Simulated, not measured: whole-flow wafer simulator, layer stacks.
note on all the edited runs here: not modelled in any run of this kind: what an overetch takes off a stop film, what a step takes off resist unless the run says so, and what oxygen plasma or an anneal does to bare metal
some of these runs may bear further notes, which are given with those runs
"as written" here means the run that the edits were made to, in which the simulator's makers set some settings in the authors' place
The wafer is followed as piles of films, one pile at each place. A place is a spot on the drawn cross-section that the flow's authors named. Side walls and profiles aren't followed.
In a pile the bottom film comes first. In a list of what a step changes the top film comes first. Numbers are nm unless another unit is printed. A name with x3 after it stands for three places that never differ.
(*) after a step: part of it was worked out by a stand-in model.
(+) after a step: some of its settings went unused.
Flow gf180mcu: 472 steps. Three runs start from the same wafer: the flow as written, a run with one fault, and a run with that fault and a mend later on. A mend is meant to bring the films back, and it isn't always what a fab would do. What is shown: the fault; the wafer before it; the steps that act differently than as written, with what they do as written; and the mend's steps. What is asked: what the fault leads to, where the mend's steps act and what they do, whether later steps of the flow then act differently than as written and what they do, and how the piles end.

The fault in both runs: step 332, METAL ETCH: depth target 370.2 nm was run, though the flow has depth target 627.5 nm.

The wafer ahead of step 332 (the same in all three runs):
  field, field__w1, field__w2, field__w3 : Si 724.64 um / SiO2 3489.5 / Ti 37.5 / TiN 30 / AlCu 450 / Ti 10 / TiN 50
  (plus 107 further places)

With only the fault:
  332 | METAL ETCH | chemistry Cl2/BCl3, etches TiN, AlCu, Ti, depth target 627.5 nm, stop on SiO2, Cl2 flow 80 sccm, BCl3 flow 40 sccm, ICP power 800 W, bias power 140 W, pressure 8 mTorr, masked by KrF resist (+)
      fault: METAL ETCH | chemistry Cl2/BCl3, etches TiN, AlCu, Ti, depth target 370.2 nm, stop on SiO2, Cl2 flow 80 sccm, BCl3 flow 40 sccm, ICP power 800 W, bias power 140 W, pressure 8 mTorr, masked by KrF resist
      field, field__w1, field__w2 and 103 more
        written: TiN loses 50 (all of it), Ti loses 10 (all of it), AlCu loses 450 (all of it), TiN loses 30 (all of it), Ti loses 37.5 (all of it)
        fault: TiN loses 50 (all of it), Ti loses 10 (all of it), AlCu loses 310.2
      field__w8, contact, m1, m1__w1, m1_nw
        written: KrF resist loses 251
        fault: KrF resist loses 148.1
  Steps further on in the flow that do not act as written:
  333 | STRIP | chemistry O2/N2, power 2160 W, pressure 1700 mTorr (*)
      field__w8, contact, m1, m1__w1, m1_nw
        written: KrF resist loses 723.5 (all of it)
        fault: KrF resist loses 826.4 (all of it)
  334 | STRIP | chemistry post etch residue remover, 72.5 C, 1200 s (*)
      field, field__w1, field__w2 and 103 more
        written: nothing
        fault: AlCu loses 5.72
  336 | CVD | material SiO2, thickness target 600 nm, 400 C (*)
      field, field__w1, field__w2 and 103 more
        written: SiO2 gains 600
        fault: SiO2 gains 600 (new film)
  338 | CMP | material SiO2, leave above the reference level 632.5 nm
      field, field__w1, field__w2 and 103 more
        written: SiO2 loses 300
        fault: SiO2 loses 501.6
  At field, field__w1, field__w2 and 104 more, the piles at the end differ from the flow's by more than 2% or 0.5 nm, whichever is larger.
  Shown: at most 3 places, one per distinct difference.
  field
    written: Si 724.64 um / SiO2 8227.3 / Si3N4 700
    fault: Si 724.64 um / SiO2 3489.5 / Ti 37.5 / TiN 30 / AlCu 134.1 / SiO2 4536.2 / Si3N4 700
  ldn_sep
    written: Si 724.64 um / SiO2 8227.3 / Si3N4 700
    fault: Si 724.64 um / SiO2 3489.4 / Ti 37.5 / TiN 30 / AlCu 134.1 / SiO2 4536.2 / Si3N4 700
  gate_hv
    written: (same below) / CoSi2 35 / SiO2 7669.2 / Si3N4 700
    fault: (same below) / CoSi2 35 / SiO2 2931.3 / Ti 37.5 / TiN 30 / AlCu 134.1 / SiO2 4536.2 / Si3N4 700

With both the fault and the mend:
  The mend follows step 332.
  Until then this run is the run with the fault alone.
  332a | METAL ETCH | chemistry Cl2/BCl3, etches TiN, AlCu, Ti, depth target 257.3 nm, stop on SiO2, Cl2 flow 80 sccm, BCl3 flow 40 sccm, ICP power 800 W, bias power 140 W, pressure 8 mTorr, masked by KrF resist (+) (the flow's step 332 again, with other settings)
      field, field__w1, field__w2 and 103 more
        AlCu loses 139.8 (all of it), TiN loses 30 (all of it), Ti loses 37.5 (all of it)
      field__w8, contact, m1, m1__w1, m1_nw
        KrF resist loses 102.9
  None of the later steps of the flow acts differently than as written at any place that is followed.
  The piles end the same as the flow's at every place that both follow.
